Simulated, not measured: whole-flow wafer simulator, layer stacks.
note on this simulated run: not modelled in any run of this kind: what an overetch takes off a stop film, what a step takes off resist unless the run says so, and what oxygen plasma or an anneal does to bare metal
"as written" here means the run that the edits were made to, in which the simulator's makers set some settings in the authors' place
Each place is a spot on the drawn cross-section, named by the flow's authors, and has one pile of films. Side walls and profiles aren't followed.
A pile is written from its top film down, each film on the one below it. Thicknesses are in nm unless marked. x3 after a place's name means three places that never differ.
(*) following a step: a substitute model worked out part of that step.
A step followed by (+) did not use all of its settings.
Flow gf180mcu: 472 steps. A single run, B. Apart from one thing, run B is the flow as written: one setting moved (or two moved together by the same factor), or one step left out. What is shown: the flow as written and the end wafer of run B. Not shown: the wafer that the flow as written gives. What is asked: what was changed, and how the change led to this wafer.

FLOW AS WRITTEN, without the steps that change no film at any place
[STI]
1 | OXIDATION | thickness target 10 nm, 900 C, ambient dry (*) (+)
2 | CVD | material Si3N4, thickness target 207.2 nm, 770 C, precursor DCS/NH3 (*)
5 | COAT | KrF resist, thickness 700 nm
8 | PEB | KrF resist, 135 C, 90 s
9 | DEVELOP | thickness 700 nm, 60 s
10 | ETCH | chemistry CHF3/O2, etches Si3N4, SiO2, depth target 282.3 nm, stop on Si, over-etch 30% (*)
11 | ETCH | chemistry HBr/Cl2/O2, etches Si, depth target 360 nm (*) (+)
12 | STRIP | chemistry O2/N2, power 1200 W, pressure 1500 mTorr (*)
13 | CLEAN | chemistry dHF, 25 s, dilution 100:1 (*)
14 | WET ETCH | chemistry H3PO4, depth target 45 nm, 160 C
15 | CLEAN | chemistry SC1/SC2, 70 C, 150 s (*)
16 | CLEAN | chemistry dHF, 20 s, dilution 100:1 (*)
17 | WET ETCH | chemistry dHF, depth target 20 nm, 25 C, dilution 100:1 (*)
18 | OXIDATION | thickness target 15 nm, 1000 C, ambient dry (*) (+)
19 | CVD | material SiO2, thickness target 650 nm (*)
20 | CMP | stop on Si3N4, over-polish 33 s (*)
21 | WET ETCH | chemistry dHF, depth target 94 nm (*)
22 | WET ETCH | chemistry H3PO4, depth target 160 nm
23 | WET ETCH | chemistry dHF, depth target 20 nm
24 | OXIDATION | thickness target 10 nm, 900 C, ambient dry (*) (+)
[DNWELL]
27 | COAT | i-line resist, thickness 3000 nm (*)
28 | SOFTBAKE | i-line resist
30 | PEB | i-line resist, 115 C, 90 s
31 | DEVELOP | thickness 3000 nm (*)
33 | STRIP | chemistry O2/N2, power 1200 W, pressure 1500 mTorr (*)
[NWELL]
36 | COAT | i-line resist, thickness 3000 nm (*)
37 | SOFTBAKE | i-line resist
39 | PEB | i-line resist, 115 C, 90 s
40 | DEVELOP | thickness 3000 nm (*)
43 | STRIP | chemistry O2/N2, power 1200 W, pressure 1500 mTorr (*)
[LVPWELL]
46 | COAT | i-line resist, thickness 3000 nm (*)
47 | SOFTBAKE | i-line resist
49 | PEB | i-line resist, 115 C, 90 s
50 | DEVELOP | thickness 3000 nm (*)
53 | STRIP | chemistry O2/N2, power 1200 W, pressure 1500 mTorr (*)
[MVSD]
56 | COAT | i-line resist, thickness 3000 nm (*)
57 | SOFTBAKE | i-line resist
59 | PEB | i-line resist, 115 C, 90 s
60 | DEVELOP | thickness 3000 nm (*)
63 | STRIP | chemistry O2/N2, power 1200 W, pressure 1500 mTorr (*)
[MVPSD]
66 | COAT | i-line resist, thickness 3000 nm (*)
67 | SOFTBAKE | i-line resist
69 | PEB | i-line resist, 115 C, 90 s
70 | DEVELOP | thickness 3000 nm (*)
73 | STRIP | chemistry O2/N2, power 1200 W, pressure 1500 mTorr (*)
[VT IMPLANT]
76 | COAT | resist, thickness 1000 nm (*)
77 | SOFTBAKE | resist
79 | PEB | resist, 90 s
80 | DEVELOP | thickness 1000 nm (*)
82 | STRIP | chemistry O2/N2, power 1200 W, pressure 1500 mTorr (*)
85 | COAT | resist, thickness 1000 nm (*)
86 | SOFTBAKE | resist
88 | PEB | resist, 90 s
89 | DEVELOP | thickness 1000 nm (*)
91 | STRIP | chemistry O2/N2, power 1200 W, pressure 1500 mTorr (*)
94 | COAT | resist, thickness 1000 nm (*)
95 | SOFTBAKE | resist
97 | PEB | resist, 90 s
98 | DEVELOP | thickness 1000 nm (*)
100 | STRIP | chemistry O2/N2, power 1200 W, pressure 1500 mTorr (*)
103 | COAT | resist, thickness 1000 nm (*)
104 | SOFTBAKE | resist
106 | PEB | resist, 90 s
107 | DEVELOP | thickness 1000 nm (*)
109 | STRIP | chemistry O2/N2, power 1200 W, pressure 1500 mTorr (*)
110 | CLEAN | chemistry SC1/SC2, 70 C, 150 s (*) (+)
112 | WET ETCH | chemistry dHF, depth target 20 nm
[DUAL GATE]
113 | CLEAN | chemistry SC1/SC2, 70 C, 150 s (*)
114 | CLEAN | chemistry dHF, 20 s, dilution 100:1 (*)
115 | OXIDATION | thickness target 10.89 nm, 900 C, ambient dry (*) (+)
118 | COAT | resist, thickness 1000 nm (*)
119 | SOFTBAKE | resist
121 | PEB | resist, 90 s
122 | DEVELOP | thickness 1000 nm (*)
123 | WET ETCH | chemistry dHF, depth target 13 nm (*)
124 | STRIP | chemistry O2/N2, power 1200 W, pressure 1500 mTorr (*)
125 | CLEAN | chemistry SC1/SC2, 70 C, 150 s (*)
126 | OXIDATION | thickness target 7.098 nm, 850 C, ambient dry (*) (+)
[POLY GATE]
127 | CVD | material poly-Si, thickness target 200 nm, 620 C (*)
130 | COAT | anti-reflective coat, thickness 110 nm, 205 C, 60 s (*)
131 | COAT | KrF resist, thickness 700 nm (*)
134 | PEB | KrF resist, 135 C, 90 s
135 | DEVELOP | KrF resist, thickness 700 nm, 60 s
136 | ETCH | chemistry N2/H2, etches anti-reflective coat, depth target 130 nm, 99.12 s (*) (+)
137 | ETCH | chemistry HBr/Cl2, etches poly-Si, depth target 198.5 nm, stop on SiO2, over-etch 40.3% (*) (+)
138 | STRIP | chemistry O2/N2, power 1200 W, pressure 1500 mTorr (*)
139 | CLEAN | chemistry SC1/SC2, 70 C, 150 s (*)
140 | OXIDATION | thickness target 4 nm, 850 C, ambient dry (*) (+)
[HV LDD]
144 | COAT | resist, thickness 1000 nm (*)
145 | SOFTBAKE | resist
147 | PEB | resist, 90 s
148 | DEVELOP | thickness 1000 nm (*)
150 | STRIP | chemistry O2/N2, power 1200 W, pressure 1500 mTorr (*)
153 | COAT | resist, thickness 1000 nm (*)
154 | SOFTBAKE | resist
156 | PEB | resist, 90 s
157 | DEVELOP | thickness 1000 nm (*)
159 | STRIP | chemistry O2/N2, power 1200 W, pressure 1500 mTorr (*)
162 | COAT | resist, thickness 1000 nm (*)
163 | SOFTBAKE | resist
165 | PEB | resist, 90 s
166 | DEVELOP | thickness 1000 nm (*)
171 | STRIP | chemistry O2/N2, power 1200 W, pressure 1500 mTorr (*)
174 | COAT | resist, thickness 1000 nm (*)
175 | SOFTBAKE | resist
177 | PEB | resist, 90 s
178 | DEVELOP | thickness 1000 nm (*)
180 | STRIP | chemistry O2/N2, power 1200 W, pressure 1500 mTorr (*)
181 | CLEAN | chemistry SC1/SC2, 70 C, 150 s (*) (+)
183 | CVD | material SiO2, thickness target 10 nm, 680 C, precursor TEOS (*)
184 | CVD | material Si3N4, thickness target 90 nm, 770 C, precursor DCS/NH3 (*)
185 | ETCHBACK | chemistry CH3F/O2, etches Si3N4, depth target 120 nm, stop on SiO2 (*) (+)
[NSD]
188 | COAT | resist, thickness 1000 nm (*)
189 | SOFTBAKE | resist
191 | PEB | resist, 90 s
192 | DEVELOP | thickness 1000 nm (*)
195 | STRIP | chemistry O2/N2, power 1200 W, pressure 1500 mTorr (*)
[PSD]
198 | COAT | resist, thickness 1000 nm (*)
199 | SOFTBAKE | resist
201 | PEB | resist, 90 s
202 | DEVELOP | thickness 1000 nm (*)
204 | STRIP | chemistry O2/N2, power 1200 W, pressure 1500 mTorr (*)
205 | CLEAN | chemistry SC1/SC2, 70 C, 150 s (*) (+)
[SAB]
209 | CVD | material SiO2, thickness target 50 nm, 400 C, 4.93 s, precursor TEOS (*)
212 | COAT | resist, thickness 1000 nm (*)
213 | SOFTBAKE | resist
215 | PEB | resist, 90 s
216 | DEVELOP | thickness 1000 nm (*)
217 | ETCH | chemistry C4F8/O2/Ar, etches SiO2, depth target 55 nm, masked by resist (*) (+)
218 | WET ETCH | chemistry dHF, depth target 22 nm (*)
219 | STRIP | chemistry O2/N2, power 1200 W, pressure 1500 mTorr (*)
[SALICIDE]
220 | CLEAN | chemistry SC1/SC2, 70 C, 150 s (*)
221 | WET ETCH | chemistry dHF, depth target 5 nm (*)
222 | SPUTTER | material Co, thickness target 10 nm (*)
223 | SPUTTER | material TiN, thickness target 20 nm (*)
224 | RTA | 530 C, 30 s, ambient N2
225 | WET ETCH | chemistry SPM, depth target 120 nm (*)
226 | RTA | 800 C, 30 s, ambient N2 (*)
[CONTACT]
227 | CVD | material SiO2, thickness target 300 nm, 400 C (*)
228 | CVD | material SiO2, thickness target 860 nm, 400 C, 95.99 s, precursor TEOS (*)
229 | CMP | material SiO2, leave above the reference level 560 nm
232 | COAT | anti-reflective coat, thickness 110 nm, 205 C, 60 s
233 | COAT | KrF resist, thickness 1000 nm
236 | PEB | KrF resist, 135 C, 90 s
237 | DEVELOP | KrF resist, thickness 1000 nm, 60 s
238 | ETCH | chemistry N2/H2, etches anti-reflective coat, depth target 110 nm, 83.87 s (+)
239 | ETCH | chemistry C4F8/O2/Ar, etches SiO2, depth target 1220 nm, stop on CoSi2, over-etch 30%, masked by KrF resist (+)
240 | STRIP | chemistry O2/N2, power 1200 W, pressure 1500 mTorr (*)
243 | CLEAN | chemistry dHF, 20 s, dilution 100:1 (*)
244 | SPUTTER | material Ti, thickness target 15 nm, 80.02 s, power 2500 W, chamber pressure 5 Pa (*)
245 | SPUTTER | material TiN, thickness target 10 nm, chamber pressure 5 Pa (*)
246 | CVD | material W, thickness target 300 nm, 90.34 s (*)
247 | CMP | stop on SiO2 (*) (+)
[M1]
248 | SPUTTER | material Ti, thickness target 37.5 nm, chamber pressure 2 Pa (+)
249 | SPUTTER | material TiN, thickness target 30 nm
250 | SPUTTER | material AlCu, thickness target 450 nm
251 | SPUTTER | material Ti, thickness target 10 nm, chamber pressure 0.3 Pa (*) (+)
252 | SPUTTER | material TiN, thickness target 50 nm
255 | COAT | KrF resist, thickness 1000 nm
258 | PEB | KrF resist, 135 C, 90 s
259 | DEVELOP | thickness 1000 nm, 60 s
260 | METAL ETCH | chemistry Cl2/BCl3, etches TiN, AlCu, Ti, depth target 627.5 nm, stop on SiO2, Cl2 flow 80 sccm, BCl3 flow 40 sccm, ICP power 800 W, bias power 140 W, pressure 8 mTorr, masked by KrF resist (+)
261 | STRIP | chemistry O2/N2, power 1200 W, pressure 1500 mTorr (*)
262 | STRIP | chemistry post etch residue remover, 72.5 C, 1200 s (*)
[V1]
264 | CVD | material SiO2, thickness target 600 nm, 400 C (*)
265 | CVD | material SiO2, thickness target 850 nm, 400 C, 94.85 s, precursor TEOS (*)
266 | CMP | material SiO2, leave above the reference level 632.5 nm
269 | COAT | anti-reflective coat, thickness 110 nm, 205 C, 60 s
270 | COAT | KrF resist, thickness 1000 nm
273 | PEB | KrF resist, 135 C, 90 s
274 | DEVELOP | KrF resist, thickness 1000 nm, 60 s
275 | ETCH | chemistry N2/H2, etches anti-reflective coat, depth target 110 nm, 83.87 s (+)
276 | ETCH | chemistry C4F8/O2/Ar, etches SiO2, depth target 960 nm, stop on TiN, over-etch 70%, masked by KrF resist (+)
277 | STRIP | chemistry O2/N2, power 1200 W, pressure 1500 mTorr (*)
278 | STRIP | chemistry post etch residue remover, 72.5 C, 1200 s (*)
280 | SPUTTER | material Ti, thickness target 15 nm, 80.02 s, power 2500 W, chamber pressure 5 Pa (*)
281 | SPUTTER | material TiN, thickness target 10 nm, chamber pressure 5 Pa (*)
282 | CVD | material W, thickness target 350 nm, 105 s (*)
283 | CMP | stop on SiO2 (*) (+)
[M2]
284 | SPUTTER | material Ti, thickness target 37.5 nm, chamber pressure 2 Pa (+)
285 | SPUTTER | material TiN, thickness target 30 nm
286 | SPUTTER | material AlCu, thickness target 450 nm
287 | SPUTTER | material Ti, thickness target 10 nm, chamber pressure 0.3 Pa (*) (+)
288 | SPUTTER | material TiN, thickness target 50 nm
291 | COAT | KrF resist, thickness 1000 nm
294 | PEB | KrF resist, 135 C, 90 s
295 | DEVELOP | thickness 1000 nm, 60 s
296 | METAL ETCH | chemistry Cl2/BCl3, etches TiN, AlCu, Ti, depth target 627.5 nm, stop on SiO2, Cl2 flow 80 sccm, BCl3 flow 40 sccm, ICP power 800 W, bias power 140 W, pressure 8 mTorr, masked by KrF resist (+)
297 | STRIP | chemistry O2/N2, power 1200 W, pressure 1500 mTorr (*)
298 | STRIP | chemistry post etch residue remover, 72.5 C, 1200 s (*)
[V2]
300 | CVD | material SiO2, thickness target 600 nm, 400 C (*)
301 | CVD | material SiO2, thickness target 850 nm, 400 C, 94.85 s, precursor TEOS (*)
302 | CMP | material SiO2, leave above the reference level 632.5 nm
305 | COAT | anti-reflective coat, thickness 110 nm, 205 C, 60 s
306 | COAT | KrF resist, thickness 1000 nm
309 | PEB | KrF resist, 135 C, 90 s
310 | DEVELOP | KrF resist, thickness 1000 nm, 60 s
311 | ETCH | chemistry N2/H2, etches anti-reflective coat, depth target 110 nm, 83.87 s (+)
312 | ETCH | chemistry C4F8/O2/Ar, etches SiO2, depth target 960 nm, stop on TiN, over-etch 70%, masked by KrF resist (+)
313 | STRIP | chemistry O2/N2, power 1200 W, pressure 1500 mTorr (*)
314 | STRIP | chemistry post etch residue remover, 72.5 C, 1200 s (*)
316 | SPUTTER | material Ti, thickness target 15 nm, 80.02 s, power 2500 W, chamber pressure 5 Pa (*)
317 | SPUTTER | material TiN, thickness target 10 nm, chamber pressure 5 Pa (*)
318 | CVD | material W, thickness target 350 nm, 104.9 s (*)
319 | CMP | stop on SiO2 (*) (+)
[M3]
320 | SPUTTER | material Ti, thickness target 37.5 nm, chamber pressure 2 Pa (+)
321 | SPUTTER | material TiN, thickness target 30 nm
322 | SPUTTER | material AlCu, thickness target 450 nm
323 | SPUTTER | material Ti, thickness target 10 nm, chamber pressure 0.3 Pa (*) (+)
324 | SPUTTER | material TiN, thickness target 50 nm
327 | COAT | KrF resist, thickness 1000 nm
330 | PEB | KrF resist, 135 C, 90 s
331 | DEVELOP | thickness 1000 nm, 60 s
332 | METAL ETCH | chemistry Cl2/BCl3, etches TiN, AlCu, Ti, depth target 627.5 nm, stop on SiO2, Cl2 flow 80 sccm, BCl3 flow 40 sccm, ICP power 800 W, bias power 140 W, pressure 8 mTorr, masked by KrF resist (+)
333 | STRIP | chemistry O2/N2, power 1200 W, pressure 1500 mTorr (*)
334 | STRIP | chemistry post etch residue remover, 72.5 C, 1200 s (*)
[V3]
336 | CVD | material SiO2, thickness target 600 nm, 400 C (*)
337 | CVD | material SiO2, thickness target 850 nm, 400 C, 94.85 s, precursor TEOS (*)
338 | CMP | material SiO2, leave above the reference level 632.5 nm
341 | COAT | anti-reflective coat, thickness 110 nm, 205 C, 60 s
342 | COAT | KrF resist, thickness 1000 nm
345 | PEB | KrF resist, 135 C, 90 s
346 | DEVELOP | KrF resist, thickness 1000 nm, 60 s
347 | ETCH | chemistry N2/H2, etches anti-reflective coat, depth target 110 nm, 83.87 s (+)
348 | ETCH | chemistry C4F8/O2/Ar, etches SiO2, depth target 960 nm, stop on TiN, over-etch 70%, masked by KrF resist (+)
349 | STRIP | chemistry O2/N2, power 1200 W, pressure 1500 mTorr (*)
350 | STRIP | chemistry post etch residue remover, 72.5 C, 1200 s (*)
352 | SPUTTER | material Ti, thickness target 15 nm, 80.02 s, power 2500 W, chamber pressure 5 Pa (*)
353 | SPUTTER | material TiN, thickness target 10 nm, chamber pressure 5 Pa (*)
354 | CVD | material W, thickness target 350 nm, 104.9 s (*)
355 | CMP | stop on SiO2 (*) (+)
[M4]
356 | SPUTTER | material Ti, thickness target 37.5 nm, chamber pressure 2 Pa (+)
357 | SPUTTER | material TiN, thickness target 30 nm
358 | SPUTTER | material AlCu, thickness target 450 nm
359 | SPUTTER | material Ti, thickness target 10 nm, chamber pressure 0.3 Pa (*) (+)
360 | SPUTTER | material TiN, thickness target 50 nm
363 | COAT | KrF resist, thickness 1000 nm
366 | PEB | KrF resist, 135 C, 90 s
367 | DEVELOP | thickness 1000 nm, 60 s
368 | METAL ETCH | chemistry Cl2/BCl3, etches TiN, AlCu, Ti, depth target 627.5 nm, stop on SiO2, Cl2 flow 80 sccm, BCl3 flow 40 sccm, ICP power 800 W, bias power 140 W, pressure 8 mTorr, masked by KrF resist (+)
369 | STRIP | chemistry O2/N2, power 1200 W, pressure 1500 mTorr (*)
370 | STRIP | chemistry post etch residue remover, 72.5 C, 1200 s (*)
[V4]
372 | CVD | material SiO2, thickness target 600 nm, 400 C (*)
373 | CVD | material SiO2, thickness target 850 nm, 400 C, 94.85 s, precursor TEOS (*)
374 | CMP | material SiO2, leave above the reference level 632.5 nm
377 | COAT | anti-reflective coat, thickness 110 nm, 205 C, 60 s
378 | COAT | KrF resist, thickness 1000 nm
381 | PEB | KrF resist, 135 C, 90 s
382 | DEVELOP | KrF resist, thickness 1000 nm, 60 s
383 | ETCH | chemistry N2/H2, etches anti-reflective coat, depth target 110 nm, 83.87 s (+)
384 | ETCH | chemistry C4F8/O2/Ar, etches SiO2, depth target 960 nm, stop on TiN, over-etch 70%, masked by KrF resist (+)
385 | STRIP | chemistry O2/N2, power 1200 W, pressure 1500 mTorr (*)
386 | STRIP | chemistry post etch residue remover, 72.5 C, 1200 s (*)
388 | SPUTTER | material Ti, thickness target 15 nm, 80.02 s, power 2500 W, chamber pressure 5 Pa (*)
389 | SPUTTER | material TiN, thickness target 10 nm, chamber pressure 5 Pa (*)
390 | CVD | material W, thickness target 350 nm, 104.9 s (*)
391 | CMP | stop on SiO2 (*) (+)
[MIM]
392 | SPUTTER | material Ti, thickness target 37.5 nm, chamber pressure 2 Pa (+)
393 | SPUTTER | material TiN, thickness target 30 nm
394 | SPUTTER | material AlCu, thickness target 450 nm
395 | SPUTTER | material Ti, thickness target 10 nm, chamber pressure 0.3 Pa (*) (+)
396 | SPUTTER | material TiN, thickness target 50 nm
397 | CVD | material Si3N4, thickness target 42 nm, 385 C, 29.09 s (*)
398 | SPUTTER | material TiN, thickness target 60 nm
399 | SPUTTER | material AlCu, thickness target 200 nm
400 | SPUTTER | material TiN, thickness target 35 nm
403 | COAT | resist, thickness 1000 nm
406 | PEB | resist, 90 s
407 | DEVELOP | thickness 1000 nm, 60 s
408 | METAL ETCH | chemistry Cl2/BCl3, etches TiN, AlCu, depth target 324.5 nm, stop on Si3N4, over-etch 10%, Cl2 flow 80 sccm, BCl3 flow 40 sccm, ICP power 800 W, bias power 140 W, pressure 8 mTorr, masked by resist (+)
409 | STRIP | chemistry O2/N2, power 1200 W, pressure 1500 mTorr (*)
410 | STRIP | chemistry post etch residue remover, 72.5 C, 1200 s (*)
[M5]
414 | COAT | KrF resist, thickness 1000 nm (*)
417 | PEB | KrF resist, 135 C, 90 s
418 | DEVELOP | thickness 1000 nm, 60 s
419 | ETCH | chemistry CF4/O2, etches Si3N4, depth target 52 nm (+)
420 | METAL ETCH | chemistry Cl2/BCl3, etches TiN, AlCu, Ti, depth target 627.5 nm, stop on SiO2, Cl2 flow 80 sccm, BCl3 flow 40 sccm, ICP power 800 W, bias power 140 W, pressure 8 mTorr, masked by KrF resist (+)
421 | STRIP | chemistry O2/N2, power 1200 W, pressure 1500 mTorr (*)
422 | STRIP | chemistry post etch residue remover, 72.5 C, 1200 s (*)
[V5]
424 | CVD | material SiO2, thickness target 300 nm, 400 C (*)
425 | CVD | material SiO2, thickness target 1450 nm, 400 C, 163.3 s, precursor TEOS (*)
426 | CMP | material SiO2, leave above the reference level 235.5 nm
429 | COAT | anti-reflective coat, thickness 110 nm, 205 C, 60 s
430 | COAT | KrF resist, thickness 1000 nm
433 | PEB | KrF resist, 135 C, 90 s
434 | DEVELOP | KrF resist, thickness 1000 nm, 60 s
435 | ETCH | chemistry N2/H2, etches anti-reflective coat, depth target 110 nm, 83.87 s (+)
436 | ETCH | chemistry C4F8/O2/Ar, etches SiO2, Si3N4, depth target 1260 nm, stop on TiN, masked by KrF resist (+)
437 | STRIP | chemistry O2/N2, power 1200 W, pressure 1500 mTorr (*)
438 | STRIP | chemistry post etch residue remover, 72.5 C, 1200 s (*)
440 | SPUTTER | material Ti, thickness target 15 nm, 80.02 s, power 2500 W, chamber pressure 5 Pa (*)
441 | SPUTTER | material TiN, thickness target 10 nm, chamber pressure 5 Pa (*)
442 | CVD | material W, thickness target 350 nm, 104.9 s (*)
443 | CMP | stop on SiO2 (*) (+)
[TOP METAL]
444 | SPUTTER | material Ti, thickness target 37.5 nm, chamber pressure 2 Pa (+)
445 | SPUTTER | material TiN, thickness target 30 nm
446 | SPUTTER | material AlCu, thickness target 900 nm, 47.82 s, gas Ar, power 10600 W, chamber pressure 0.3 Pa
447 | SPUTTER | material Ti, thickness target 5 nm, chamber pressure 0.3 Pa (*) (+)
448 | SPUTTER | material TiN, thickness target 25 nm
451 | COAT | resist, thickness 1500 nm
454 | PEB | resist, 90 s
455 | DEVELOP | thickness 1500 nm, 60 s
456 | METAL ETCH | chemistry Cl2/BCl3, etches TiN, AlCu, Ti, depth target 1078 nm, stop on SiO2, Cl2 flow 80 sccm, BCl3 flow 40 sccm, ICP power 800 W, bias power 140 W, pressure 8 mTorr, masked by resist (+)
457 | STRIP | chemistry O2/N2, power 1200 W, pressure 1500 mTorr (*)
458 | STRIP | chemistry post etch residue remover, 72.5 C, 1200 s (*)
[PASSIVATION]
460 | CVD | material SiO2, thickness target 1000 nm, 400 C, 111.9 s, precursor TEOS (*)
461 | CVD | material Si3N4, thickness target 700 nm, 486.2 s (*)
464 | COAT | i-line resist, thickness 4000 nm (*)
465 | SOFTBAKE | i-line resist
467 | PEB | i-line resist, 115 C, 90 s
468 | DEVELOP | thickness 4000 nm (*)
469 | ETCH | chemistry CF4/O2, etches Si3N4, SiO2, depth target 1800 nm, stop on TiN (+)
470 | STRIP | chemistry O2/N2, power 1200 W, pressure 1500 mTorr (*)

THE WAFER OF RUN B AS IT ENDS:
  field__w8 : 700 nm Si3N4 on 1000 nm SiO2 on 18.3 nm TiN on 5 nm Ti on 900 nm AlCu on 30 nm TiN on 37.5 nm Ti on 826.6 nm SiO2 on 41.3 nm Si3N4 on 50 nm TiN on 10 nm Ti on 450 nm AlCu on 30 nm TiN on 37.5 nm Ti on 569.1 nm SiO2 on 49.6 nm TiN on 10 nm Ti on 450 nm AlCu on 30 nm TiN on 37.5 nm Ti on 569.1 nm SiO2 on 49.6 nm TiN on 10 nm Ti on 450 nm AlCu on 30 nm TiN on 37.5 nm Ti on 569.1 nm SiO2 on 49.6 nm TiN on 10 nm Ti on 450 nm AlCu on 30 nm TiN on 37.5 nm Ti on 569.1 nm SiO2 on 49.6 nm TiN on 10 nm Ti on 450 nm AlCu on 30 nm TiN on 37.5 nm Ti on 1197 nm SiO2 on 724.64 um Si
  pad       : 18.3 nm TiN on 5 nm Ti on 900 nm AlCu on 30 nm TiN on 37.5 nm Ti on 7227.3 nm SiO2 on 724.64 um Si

The reason: step 448, SPUTTER: thickness target 18.75 nm was run, while the flow as written has thickness target 25 nm.

The path from the change to this, step by step:
  448 | SPUTTER | material TiN, thickness target 25 nm
      field, field__w1, field__w2 and 109 more: +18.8 TiN (new film) (as written it would have been: +25 TiN (new film))
  456 | METAL ETCH | chemistry Cl2/BCl3, etches TiN, AlCu, Ti, depth target 1078 nm, stop on SiO2, Cl2 flow 80 sccm, BCl3 flow 40 sccm, ICP power 800 W, bias power 140 W, pressure 8 mTorr, masked by resist (+)
      field, field__w1, field__w2 and 103 more: -18.8 TiN (all of it), -5 Ti (all of it), -900 AlCu (all of it), -30 TiN (all of it), -37.5 Ti (all of it) (as written it would have been: -25 TiN (all of it), -5 Ti (all of it), -900 AlCu (all of it), -30 TiN (all of it), -37.5 Ti (all of it))
